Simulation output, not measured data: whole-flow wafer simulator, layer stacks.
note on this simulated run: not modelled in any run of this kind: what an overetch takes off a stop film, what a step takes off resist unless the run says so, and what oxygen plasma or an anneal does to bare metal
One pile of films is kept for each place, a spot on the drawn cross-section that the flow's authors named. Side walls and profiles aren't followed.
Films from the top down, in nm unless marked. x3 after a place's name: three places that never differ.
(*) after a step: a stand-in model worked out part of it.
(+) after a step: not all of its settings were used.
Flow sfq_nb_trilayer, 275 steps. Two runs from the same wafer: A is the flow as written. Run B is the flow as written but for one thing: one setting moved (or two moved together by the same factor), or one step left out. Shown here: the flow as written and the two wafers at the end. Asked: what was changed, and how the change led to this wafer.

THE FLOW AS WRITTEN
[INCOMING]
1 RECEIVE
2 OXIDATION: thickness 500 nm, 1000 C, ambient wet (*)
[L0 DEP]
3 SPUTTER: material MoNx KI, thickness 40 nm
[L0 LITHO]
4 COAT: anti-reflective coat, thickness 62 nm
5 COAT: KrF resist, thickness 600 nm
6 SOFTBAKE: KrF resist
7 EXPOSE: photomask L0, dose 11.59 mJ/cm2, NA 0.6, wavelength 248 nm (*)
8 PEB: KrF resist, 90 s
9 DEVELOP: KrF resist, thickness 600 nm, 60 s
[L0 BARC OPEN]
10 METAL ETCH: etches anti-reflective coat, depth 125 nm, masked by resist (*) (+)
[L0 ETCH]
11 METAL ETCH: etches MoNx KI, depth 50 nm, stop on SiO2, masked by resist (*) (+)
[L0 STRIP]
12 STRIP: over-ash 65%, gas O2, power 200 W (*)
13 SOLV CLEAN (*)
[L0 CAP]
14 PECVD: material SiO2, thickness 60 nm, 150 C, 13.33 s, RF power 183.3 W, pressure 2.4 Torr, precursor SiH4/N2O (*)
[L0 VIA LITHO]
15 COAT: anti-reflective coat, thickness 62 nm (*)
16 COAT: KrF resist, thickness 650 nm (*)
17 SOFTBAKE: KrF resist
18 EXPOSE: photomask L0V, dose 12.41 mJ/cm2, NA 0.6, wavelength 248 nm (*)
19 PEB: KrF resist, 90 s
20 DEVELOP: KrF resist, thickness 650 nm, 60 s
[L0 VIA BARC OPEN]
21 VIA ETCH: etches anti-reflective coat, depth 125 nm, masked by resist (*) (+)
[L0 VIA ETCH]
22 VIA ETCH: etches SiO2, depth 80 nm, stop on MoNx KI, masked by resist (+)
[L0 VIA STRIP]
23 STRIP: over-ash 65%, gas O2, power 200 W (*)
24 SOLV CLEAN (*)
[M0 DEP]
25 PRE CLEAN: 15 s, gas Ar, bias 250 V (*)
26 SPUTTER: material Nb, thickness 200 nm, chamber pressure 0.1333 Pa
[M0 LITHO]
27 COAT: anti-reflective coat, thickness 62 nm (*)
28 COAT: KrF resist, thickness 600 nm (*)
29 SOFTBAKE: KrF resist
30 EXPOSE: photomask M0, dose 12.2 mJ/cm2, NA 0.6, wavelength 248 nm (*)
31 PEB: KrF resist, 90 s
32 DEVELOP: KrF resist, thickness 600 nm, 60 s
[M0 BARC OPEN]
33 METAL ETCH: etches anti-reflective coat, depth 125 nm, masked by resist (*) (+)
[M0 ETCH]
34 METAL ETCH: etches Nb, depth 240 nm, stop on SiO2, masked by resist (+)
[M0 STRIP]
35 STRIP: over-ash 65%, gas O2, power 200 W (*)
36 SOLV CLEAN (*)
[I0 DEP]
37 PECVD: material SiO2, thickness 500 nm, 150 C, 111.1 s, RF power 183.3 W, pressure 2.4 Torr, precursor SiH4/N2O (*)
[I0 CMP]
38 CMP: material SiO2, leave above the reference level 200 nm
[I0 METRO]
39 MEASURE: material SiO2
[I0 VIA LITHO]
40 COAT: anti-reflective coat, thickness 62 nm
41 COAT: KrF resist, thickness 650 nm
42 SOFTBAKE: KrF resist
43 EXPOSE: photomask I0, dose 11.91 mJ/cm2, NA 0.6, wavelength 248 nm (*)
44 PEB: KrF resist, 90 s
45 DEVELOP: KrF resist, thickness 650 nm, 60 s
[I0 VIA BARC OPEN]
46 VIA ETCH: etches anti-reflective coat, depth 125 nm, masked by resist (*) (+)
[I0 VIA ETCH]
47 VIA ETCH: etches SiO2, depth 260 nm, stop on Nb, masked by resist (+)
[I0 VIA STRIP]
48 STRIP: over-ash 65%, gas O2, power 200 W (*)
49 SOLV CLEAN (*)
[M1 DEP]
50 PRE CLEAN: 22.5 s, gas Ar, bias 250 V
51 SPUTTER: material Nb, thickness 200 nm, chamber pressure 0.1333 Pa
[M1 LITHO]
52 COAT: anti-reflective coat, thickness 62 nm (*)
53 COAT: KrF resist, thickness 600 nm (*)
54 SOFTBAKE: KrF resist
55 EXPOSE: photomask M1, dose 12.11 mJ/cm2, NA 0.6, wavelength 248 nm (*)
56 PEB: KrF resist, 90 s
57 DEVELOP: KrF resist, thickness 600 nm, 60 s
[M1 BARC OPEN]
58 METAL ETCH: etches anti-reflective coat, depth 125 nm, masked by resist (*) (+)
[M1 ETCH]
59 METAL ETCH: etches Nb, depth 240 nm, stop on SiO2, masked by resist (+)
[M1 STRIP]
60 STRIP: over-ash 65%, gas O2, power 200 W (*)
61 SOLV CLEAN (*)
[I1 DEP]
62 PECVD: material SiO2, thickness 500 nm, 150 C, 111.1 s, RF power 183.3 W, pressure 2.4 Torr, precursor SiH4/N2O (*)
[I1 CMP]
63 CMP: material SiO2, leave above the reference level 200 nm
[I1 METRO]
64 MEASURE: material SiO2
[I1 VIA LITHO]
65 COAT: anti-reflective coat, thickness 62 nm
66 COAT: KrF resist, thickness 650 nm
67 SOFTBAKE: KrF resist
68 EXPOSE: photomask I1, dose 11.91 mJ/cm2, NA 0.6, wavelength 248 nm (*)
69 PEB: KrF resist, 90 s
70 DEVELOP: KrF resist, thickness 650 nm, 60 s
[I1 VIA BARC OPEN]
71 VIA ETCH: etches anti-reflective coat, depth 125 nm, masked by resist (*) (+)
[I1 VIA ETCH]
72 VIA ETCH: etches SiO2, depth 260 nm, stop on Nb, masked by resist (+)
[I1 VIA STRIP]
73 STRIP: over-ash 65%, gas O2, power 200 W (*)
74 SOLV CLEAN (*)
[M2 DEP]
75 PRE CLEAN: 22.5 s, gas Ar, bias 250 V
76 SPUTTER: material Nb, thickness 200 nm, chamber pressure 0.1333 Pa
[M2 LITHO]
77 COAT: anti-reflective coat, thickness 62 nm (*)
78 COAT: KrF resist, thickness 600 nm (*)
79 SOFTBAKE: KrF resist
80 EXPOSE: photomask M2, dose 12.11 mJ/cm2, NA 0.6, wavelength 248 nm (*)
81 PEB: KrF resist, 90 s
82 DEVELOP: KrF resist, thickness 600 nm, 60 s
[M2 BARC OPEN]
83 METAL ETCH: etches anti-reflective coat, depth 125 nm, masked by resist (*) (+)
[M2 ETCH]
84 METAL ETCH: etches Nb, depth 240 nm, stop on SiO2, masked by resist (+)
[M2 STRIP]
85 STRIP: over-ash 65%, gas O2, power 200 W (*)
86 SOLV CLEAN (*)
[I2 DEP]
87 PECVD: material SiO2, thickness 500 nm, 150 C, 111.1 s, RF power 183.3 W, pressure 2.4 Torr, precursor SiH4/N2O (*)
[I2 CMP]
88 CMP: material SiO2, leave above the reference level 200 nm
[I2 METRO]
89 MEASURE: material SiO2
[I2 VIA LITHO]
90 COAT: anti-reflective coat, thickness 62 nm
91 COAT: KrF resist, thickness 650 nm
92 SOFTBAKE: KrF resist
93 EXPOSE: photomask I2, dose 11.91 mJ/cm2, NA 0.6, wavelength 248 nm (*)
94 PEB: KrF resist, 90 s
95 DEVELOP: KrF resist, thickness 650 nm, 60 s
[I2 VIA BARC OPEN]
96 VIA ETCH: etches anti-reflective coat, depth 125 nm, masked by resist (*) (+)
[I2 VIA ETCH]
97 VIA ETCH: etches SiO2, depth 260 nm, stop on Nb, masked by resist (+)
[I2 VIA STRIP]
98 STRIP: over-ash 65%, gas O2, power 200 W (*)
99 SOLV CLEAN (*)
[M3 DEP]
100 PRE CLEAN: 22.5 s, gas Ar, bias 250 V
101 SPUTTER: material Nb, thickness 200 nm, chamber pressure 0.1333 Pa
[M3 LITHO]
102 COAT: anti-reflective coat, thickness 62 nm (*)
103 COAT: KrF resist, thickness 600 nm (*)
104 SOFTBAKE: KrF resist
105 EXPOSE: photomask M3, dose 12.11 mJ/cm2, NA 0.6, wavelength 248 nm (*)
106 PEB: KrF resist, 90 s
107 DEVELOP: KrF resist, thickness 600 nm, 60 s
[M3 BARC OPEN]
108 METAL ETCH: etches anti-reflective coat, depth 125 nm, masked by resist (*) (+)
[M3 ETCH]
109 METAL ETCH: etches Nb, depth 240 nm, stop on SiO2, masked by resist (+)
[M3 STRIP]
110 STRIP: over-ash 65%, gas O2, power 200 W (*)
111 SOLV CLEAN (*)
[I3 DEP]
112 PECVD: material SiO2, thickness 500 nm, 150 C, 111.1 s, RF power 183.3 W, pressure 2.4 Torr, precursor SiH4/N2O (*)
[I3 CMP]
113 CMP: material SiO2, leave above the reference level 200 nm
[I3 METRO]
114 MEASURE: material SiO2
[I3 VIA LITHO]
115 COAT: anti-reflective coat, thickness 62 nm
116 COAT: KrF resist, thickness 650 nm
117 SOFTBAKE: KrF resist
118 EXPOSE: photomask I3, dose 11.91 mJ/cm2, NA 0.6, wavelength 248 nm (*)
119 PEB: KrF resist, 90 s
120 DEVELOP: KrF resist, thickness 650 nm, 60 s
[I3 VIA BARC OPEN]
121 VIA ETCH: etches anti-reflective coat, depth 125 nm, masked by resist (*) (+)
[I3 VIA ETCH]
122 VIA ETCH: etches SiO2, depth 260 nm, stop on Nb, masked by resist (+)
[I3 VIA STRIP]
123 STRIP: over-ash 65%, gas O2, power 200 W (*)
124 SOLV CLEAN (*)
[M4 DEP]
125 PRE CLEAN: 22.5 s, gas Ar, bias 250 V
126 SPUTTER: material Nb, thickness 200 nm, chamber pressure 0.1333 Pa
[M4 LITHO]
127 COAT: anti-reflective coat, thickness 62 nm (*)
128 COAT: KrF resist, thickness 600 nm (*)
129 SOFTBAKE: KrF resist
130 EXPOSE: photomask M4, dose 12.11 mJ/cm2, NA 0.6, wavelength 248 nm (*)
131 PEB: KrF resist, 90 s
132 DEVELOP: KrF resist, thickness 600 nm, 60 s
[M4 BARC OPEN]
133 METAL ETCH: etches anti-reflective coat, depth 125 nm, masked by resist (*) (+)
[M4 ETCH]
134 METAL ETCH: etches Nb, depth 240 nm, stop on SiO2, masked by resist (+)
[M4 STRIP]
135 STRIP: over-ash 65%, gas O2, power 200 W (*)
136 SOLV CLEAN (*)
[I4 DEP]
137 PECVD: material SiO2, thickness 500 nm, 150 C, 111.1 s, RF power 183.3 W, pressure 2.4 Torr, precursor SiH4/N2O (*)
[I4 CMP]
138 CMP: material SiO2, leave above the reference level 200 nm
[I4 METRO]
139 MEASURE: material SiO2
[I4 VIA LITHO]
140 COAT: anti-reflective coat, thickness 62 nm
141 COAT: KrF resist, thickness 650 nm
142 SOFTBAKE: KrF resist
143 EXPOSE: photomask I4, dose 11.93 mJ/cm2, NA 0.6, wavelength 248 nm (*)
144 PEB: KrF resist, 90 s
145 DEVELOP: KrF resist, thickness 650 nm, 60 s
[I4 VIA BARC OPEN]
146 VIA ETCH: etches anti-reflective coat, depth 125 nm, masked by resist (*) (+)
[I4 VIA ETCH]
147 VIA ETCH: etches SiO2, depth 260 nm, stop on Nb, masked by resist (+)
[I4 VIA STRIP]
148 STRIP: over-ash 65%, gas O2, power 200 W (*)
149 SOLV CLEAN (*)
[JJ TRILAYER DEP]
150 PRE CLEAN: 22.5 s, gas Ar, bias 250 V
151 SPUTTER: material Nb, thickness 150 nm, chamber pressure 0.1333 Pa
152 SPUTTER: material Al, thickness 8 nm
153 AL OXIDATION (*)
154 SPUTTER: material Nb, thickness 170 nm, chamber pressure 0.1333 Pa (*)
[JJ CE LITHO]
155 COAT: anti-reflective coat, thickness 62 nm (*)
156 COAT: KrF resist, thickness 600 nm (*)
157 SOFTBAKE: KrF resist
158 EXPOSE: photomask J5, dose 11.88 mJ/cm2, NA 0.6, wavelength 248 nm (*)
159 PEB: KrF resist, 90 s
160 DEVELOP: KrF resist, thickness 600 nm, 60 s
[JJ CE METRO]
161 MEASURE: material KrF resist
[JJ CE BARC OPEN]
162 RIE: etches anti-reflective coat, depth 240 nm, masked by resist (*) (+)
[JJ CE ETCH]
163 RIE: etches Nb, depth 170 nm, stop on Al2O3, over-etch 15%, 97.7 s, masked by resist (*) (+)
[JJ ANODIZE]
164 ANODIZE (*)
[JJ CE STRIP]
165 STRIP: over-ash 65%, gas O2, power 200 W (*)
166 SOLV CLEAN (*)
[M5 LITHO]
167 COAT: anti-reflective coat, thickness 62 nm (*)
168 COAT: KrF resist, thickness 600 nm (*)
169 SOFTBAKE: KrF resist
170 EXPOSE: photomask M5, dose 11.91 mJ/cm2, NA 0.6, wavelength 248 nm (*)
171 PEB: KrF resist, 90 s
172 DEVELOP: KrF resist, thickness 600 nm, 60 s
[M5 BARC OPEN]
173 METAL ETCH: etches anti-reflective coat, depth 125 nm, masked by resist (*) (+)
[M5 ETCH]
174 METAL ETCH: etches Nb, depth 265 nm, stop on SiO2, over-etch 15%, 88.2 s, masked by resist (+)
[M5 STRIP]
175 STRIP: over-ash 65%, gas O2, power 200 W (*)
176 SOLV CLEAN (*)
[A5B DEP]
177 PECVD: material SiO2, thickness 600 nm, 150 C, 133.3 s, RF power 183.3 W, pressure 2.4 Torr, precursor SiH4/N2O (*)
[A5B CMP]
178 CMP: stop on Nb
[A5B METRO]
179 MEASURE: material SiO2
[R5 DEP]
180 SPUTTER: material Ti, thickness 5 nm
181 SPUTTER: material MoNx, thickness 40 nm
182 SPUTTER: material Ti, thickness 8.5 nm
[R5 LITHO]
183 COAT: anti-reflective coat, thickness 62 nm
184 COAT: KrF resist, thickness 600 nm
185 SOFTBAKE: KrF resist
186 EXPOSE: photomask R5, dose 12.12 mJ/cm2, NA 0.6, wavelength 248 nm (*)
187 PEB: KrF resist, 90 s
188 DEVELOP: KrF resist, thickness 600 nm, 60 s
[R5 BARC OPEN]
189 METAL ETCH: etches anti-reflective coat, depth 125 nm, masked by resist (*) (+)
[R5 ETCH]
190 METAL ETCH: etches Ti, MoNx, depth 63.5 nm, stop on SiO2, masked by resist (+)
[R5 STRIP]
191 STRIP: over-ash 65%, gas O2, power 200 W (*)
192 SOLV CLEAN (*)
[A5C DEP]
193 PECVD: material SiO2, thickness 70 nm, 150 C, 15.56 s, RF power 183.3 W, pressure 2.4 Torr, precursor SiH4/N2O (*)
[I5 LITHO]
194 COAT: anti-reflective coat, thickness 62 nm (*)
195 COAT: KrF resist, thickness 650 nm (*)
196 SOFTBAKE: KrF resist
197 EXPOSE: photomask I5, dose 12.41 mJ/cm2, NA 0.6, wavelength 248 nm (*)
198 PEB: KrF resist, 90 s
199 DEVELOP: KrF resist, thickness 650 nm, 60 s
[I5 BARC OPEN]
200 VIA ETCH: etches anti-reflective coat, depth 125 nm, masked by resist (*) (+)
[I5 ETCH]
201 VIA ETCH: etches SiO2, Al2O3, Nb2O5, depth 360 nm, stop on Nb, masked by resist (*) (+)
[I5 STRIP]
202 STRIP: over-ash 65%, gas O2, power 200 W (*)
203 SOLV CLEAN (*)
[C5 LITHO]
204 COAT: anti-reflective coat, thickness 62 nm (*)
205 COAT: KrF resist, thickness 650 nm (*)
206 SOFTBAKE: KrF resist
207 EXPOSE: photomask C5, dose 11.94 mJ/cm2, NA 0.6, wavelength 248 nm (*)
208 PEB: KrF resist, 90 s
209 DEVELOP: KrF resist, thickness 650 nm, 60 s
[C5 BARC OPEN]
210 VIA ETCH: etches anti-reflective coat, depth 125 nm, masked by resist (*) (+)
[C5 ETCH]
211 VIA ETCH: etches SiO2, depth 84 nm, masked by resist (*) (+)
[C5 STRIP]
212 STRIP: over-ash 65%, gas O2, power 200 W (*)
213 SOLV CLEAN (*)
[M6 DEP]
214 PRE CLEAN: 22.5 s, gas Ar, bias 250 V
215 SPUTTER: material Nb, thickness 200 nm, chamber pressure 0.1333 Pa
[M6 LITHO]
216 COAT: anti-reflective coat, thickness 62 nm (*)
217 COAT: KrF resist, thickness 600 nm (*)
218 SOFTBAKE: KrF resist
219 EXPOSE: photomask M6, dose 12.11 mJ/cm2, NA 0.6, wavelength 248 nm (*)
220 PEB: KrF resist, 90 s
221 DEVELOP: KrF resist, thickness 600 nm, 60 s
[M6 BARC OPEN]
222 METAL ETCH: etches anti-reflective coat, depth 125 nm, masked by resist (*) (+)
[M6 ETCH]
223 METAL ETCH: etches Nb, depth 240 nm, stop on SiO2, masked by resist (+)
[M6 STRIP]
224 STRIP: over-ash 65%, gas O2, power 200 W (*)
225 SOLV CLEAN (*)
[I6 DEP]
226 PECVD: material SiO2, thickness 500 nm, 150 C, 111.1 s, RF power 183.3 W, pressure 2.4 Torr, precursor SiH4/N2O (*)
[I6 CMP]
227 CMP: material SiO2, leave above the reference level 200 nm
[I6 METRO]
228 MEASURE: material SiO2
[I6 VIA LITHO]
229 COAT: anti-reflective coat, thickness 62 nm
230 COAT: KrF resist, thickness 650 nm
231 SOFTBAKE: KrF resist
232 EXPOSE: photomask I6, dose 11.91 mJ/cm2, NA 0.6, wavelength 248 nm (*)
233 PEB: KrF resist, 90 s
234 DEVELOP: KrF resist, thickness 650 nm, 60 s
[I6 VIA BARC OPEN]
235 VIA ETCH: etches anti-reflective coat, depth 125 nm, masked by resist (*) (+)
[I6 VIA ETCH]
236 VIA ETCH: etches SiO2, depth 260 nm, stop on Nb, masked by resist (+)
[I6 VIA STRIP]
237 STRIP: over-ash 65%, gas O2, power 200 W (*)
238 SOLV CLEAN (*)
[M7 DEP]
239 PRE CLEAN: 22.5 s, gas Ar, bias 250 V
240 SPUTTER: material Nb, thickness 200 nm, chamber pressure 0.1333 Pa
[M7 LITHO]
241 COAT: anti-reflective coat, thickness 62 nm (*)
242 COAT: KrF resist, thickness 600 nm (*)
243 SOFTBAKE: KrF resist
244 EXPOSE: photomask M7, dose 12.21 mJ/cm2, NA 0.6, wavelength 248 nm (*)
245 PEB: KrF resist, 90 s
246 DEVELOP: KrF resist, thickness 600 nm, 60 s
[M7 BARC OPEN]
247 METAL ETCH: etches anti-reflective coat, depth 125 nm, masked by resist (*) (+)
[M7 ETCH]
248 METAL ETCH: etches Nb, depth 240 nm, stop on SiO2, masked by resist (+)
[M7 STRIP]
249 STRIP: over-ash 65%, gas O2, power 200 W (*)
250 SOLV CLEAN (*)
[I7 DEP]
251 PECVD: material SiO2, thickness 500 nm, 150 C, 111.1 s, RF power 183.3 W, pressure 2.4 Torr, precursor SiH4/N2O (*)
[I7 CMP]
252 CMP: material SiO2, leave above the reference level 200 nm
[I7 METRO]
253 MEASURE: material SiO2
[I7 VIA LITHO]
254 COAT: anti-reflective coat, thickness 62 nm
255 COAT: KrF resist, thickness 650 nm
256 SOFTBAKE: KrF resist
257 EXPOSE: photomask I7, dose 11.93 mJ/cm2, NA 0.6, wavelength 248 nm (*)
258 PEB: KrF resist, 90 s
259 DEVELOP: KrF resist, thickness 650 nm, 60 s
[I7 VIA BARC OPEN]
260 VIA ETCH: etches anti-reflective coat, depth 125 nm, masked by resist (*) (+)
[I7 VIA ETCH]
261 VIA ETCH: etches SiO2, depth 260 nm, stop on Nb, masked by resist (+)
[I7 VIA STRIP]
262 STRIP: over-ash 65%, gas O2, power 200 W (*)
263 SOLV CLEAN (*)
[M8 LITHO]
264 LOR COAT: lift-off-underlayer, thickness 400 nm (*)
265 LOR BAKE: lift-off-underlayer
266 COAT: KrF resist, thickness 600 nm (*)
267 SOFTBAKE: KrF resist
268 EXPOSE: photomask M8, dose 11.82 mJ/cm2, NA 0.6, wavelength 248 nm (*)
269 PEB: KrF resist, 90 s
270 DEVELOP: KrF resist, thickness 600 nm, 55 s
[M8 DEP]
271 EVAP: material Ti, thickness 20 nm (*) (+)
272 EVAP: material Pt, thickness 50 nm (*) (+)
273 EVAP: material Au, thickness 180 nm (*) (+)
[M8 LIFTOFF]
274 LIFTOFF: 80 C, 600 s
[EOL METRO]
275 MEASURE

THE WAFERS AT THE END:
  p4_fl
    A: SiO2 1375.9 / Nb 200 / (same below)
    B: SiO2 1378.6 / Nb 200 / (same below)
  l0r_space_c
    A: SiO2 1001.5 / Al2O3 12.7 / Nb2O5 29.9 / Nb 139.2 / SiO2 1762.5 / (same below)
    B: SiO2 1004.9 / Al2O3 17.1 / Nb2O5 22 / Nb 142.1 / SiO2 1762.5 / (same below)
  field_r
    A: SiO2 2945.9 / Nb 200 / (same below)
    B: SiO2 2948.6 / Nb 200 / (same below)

The cause: step 152, SPUTTER: thickness 10.7 nm was run, where the flow has thickness 8 nm.

How the change led to this, step by step:
  152 SPUTTER: material Al, thickness 8 nm
      field_l, v_sur, via_sp and 100 more: A Al +8 (new film) | B Al +10.7 (new film)
      via_wl, via_wr: A Al +5.14 (new film) | B Al +6.87 (new film)
      (and at 1 more place)
  164 ANODIZE (*)
      field_l, v_sur, via_sp and 96 more: A Al2O3 +12.2, Nb2O5 +29.9 (new film), Al -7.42 (all of it), Nb -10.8 | B Al2O3 +16.7, Nb2O5 +22 (new film), Al -10.1 (all of it), Nb -7.91
      via_wl, via_wr: A Al2O3 +7.52 (new film), Nb2O5 +39.2 (new film), Al -4.56 (all of it), Nb -14.1 | B Al2O3 +10.4 (new film), Nb2O5 +34.1 (new film), Al -6.29 (all of it), Nb -12.3
      (and at 1 more place)
  174 METAL ETCH: etches Nb, depth 265 nm, stop on SiO2, over-etch 15%, 88.2 s, masked by resist (+)
      field_l, r_sur, res and 50 more: A Al2O3 -12.6 (all of it), Nb2O5 -29.9 (all of it), Nb -139.2 (all of it), SiO2 -12.3 | B Al2O3 -17.1 (all of it), Nb2O5 -22 (all of it), Nb -142.1 (all of it), SiO2 -12.4
  201 VIA ETCH: etches SiO2, Al2O3, Nb2O5, depth 360 nm, stop on Nb, masked by resist (*) (+)
      be: A SiO2 -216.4 (all of it), Al2O3 -12.7 (all of it), Nb2O5 -29.9 (all of it) | B SiO2 -219.7 (all of it), Al2O3 -17.1 (all of it), Nb2O5 -22 (all of it)
